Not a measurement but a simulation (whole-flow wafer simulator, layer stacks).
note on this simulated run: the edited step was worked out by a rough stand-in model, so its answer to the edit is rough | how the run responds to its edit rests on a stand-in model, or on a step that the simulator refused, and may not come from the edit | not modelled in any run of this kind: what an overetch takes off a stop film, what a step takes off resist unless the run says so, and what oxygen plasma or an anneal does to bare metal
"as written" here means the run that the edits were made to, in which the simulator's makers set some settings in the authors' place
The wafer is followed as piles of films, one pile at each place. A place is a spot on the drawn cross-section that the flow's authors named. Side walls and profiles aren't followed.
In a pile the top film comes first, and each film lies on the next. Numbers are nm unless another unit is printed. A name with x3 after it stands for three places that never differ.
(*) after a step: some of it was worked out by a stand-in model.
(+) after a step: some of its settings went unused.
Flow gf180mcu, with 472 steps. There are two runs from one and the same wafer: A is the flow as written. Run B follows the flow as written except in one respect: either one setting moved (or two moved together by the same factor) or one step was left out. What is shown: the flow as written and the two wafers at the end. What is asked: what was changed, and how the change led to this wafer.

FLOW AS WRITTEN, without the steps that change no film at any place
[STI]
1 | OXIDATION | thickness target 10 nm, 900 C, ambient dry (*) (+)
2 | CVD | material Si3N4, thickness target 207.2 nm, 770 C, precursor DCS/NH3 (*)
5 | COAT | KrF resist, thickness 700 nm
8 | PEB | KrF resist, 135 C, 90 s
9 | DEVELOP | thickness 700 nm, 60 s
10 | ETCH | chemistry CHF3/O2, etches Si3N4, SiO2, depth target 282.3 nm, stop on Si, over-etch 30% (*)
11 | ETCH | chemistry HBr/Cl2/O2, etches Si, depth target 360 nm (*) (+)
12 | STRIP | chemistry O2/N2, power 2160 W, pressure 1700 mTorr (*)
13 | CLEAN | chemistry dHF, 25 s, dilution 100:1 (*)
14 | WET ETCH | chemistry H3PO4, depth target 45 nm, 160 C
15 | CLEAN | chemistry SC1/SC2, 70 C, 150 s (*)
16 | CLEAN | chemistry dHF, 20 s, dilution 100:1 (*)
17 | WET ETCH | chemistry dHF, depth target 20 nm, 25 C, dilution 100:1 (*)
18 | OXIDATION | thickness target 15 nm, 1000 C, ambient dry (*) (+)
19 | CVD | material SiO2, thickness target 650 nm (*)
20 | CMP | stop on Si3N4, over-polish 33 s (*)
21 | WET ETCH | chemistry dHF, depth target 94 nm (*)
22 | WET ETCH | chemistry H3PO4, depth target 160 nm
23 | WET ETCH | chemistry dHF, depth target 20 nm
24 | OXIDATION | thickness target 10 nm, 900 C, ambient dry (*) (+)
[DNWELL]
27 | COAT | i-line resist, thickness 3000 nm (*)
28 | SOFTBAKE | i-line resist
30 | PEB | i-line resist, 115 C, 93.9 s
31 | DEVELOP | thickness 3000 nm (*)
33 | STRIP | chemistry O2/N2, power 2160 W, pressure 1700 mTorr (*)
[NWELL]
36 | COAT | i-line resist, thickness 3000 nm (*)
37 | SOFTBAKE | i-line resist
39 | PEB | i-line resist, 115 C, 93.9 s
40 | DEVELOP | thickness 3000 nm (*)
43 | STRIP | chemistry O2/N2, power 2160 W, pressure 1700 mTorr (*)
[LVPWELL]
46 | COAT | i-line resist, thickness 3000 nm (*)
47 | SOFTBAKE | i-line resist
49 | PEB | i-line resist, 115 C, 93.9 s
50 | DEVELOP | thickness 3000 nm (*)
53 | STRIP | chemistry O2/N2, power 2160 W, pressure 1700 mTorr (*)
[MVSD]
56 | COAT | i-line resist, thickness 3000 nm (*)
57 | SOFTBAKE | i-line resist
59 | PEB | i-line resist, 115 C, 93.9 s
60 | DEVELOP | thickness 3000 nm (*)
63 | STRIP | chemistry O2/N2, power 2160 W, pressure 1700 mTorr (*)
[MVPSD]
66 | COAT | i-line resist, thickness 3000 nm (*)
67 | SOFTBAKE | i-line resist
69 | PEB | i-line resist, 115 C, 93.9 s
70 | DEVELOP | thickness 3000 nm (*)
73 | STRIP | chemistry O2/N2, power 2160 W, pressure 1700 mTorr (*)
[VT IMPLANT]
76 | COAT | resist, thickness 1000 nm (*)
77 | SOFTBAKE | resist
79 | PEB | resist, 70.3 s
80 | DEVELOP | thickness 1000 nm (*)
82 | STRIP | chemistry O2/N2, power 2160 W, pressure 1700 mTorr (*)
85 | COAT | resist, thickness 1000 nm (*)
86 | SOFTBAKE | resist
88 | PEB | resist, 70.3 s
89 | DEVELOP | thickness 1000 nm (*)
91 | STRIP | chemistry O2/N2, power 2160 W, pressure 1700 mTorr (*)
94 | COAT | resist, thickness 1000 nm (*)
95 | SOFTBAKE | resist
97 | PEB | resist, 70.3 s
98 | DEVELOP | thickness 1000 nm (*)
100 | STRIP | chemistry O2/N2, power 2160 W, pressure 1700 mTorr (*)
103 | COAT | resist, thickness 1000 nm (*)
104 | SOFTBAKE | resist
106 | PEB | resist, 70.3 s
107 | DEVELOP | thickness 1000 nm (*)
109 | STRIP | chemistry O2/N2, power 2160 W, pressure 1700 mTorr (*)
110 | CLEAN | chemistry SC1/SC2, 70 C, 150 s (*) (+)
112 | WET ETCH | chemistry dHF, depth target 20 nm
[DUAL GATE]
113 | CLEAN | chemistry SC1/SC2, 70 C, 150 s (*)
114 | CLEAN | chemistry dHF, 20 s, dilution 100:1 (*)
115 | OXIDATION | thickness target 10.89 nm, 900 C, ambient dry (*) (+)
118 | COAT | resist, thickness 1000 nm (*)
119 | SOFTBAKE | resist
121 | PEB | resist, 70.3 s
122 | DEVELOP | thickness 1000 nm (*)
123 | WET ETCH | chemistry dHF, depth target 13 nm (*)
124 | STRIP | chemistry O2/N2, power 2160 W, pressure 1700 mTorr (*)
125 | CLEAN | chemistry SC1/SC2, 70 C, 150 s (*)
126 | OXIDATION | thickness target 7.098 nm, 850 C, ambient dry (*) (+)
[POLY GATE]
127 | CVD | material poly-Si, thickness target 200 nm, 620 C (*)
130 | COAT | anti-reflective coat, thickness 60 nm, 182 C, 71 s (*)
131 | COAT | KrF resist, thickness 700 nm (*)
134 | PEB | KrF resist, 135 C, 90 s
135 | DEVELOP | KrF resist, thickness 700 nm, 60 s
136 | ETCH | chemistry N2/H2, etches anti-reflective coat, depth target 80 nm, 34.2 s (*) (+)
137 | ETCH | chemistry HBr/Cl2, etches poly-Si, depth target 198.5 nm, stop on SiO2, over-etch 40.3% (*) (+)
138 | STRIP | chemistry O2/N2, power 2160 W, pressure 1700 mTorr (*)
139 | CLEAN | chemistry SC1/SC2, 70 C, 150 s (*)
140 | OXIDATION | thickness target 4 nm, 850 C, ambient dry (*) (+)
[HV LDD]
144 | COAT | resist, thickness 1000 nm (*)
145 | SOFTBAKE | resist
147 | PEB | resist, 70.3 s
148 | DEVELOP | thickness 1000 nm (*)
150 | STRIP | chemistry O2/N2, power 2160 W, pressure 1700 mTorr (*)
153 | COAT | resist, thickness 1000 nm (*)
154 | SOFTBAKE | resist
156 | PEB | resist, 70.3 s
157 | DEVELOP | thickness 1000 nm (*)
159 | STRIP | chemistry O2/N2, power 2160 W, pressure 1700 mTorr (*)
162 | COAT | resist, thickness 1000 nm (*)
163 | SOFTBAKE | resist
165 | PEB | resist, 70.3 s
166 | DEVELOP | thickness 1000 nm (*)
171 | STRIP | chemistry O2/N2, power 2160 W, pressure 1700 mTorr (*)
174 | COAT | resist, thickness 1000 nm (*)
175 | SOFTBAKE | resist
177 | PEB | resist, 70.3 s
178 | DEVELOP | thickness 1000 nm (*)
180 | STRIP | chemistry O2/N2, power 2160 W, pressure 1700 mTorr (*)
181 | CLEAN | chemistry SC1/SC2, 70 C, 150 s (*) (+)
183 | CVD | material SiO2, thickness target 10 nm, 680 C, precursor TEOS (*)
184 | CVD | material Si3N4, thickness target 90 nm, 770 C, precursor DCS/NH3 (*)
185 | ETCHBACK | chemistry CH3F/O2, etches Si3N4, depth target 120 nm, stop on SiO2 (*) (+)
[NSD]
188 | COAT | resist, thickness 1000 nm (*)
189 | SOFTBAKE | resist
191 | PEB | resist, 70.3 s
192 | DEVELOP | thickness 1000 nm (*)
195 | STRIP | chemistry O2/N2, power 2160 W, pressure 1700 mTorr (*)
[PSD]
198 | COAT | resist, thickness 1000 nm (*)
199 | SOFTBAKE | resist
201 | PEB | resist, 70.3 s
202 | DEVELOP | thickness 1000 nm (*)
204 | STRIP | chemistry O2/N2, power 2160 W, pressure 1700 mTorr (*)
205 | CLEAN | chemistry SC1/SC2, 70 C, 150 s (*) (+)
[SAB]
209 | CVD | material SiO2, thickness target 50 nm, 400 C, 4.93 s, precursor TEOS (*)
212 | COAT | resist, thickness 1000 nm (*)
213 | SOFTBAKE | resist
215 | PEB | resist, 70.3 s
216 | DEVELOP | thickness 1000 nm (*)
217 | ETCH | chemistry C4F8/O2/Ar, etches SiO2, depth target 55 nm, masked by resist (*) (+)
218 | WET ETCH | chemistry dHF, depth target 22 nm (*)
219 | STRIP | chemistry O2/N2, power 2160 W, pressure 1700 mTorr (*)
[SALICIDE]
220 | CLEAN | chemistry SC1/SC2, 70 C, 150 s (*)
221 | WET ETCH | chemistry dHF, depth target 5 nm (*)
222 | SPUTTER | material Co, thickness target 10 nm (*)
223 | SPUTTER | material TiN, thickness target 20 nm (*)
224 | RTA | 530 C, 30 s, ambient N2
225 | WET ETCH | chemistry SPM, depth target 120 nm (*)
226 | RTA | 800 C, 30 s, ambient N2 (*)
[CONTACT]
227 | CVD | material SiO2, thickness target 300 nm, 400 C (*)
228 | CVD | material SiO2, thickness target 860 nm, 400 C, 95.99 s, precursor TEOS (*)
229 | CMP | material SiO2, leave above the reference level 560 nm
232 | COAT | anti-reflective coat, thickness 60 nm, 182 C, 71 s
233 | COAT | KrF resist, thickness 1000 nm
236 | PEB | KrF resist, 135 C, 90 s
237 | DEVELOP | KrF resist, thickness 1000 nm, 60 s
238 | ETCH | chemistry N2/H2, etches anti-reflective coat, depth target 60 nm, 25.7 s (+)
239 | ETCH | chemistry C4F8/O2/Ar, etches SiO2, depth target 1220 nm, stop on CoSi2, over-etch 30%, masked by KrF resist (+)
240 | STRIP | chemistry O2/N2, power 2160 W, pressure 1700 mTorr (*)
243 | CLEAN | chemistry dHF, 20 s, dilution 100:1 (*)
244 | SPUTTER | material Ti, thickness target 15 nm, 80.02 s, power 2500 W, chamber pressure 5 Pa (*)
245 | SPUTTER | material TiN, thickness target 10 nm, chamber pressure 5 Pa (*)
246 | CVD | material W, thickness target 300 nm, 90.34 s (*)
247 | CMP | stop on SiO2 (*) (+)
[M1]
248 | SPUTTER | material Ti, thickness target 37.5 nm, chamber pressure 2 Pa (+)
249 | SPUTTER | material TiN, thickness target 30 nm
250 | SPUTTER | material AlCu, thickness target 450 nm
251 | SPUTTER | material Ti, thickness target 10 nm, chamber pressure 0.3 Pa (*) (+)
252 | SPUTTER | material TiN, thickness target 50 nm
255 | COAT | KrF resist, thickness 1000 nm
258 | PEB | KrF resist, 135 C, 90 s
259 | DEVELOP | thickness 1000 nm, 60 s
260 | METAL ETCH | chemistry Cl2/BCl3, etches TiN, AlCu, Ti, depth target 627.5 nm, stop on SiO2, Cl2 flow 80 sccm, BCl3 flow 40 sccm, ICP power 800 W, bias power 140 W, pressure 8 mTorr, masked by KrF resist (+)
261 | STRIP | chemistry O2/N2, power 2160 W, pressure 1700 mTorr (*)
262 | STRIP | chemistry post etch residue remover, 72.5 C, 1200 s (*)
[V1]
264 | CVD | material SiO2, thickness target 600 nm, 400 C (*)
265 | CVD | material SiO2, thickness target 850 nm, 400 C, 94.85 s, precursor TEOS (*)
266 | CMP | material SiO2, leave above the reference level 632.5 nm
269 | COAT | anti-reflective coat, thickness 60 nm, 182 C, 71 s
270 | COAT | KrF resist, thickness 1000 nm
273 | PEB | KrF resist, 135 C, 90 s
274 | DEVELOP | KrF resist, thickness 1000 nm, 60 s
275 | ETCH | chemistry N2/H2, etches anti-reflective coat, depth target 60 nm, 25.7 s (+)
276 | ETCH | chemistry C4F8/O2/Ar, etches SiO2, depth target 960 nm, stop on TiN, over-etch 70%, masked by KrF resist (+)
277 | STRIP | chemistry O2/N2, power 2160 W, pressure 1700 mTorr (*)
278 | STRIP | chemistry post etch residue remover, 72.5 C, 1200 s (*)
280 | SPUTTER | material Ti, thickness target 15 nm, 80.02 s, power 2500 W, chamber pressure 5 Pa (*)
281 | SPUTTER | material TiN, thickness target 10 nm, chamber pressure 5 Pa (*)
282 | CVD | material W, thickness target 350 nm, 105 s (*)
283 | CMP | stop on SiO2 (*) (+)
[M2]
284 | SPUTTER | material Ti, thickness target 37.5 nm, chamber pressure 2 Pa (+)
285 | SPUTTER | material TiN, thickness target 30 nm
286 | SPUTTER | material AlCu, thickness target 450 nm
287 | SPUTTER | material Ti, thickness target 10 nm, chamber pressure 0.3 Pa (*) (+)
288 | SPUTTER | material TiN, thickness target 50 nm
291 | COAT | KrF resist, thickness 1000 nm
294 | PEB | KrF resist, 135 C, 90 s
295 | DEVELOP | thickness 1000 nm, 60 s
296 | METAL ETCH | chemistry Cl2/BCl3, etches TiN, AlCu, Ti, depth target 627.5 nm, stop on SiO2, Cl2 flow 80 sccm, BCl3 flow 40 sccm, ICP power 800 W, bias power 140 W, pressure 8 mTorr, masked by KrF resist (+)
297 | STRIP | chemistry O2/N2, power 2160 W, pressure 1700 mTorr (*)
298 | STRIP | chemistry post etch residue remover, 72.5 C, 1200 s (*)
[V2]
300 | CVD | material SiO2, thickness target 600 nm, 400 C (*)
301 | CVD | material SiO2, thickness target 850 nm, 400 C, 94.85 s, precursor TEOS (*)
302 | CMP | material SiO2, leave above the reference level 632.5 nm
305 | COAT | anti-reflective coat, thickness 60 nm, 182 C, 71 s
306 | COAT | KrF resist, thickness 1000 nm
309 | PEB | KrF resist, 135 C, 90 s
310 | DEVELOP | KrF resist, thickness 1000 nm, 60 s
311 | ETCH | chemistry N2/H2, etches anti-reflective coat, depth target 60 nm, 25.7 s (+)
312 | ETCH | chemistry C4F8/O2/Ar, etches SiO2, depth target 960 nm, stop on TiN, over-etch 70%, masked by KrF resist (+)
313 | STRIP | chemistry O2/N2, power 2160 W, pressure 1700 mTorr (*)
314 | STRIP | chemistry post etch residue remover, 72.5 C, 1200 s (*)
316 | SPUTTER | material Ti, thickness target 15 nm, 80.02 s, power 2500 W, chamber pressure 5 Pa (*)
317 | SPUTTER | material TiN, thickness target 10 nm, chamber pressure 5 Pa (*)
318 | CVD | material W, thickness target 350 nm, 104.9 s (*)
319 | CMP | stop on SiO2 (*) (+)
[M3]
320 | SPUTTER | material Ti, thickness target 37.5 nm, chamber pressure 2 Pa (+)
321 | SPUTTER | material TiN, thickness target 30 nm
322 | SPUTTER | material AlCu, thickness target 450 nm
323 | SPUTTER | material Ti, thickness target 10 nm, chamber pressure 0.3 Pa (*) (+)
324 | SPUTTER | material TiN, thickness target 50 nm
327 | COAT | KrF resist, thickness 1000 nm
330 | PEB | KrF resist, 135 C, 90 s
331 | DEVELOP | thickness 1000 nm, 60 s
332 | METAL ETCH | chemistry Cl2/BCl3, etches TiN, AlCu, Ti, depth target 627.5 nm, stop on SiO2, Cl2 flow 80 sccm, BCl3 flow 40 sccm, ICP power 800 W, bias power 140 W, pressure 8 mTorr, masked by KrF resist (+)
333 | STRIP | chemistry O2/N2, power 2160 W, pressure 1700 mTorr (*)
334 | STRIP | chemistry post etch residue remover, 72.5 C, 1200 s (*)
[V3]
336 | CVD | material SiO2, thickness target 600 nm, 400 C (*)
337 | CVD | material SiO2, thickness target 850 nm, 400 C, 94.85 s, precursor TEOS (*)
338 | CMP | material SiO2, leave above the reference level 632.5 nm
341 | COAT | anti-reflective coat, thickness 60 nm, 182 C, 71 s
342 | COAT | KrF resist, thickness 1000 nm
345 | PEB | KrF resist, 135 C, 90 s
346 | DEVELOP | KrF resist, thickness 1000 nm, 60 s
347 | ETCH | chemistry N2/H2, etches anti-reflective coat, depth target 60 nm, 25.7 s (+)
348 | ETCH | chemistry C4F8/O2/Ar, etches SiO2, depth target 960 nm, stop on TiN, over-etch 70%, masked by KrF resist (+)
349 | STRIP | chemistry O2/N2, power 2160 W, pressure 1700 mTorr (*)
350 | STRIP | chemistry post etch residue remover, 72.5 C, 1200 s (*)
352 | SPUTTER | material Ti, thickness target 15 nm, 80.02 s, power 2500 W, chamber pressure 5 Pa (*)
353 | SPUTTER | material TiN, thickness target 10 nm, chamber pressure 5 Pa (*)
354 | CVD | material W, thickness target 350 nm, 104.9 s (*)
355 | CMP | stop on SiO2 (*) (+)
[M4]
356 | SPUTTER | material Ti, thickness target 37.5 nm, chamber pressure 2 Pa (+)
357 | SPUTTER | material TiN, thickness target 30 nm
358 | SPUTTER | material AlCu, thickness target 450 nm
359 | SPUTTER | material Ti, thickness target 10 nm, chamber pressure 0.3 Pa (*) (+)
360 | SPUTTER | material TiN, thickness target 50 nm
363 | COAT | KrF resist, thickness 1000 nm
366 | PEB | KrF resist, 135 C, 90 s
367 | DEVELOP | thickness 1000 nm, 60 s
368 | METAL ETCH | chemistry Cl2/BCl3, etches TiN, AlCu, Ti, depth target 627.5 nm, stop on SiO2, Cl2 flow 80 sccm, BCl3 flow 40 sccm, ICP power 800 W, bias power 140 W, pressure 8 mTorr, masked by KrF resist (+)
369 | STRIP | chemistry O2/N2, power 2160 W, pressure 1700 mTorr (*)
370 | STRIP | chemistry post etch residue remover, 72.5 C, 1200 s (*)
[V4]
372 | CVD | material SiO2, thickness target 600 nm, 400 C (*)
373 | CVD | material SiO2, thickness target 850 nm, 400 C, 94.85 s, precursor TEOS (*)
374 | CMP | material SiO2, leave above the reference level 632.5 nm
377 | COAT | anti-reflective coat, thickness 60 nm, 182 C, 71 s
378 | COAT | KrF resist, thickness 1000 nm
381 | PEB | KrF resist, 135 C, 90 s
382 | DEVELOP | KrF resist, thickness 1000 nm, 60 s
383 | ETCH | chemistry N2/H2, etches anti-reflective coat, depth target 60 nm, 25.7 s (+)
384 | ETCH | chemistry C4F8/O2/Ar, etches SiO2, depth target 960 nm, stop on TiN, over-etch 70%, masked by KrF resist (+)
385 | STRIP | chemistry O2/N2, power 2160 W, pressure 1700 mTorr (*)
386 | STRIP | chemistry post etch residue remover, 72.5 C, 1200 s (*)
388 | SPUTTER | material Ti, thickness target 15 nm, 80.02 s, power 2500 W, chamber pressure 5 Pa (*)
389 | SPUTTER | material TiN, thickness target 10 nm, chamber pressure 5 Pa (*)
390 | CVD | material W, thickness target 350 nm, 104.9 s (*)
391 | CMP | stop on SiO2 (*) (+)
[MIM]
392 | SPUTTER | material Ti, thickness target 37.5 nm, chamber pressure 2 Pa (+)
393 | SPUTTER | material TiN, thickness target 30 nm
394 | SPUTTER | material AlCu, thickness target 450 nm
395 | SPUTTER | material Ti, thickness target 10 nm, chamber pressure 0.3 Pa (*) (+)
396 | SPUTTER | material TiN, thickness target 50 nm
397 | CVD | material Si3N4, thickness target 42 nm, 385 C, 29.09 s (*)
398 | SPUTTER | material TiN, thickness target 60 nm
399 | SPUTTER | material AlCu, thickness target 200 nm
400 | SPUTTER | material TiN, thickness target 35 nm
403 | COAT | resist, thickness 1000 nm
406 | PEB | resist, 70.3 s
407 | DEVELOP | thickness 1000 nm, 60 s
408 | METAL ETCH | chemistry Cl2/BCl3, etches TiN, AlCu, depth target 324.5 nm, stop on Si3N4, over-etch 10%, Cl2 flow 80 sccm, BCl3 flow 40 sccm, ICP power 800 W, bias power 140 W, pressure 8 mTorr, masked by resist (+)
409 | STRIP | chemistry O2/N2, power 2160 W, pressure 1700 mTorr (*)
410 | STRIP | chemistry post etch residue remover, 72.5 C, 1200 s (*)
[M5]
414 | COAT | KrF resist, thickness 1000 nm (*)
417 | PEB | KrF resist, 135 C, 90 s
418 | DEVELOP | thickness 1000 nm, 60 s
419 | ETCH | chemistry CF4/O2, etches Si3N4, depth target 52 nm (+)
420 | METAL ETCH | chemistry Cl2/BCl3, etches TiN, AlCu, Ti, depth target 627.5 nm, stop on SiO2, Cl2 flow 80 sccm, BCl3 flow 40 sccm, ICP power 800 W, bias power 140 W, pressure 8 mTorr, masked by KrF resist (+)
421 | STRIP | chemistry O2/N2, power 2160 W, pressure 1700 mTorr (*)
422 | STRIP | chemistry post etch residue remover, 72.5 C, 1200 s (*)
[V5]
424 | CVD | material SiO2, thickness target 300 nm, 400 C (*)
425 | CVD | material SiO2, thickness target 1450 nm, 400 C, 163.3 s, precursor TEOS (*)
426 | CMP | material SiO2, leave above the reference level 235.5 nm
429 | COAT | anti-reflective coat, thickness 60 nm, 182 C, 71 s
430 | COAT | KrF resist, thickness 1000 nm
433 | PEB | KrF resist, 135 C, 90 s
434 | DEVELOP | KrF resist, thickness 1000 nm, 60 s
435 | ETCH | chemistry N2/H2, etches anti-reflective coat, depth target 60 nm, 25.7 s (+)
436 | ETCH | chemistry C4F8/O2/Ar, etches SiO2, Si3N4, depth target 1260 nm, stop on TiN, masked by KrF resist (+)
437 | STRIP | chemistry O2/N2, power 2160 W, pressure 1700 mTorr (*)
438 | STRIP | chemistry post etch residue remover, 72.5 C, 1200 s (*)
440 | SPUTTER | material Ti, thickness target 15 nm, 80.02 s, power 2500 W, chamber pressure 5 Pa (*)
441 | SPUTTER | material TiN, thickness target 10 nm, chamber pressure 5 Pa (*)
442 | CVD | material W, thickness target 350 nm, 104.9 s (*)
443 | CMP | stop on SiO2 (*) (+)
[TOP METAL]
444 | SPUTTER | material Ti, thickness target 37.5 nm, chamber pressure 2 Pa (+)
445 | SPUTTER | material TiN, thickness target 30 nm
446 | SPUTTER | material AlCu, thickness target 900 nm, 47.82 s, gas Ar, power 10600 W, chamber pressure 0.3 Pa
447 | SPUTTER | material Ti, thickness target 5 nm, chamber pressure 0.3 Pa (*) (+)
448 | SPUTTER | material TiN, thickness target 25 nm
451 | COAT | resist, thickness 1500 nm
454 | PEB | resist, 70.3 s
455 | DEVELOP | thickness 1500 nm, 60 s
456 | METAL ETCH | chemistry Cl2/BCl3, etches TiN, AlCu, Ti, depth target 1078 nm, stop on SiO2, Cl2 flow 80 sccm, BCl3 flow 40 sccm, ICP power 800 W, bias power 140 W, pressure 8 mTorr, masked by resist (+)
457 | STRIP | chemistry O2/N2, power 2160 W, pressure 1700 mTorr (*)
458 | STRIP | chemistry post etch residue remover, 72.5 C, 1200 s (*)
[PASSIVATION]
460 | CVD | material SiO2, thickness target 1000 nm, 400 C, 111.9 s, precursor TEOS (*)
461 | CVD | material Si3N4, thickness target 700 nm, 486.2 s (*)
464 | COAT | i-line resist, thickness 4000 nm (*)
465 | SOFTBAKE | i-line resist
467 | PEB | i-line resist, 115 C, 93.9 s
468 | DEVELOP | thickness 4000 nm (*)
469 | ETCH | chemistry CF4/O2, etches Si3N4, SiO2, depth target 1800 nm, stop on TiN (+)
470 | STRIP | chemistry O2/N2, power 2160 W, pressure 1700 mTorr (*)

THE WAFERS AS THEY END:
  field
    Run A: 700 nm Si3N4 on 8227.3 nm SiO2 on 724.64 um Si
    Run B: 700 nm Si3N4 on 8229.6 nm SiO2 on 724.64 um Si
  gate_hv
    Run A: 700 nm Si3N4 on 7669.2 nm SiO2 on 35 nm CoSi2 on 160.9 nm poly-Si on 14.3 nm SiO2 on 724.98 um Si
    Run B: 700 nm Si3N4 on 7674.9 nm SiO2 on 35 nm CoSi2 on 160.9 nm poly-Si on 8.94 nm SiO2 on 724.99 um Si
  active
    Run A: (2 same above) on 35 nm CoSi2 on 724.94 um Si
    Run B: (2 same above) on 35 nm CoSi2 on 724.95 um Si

Cause: step 115, OXIDATION: thickness target 4.627 nm was run, while the flow as written has thickness target 10.89 nm.

How this came from the change, step by step:
  115 | OXIDATION | thickness target 10.89 nm, 900 C, ambient dry (*) (+)
      active, n_well, p_well and 40 more: A SiO2 gains 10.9 (new film), Si loses 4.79 | B SiO2 gains 4.63 (new film), Si loses 2.04
      sti, mim_1p0, pad and 21 more: A SiO2 gains 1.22, Si loses 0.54 | B SiO2 gains 0.27, Si loses 0.12
      (and at 25 other places as well)
  123 | WET ETCH | chemistry dHF, depth target 13 nm (*)
      active, n_well, p_well and 12 more: A SiO2 loses 10.9 (all of it) | B SiO2 loses 4.63 (all of it)
  126 | OXIDATION | thickness target 7.098 nm, 850 C, ambient dry (*) (+)
      gate_hv, active_hv, active_nat and 25 more: A SiO2 gains 3.72, Si loses 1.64 | B SiO2 gains 4.65, Si loses 2.05
  130 | COAT | anti-reflective coat, thickness 60 nm, 182 C, 71 s (*)
      p_well, spacer, sd_n: A anti-reflective coat gains 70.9 (new film) | B anti-reflective coat gains 67.6 (new film)
      ldn_fp, ldp_fp: A anti-reflective coat gains 48.5 (new film) | B anti-reflective coat gains 47.3 (new film)
      (and at 23 other places as well)
  136 | ETCH | chemistry N2/H2, etches anti-reflective coat, depth target 80 nm, 34.2 s (*) (+)
      p_well, spacer, sd_n: A anti-reflective coat loses 70.9 (all of it), poly-Si loses 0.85 | B anti-reflective coat loses 67.6 (all of it), poly-Si loses 0.93
      ldn_dft, ldp_dft: A anti-reflective coat loses 48.7 (all of it), poly-Si loses 1.42 | B anti-reflective coat loses 47.5 (all of it), poly-Si loses 1.45
      (and at 16 other places as well)
  138 | STRIP | chemistry O2/N2, power 2160 W, pressure 1700 mTorr (*)
      gate: A chemical SiO2 gains 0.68 (new film), KrF resist loses 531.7 (all of it), anti-reflective coat loses 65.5 (all of it), poly-Si loses 0.3 | B chemical SiO2 gains 0.68 (new film), KrF resist loses 530.4 (all of it), anti-reflective coat loses 63.5 (all of it), poly-Si loses 0.3
      gate_p: A chemical SiO2 gains 0.68 (new film), KrF resist loses 530.6 (all of it), anti-reflective coat loses 65.9 (all of it), poly-Si loses 0.3 | B chemical SiO2 gains 0.68 (new film), KrF resist loses 529.5 (all of it), anti-reflective coat loses 64.3 (all of it), poly-Si loses 0.3
      (and at 5 other places as well)
  145 | SOFTBAKE | resist
      active_nat: A resist gains 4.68 | B resist gains 8.89
  154 | SOFTBAKE | resist
      active_nat: A resist gains 4.68 | B resist gains 8.89
  163 | SOFTBAKE | resist
      active_nat: A resist gains 4.68 | B resist gains 8.89
  175 | SOFTBAKE | resist
      active_nat: A resist gains 4.68 | B resist gains 8.89
  189 | SOFTBAKE | resist
      active_hv: A resist gains 2.68 | B resist loses 0.35
  199 | SOFTBAKE | resist
      active_hv: A resist gains 2.68 | B resist loses 0.35
  218 | WET ETCH | chemistry dHF, depth target 22 nm (*)
      ldn_tap, ldn_src, ldn_drn, ldp_tap, ldp_src, ldp_drn, ldp_gr: A SiO2 loses 16 (all of it) | B SiO2 loses 10.8 (all of it)
      ld_drn_n, ld_sd_p: A SiO2 loses 14.8 (all of it) | B SiO2 loses 9.62 (all of it)
      (and at 5 other places as well)
  223 | SPUTTER | material TiN, thickness target 20 nm (*)
      field__w12: A TiN gains 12 (new film) | B TiN gains 12.6 (new film)
  225 | WET ETCH | chemistry SPM, depth target 120 nm (*)
      field__w12: A TiN loses 12 (all of it), Co loses 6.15 (all of it) | B TiN loses 12.6 (all of it), Co loses 6.15 (all of it)
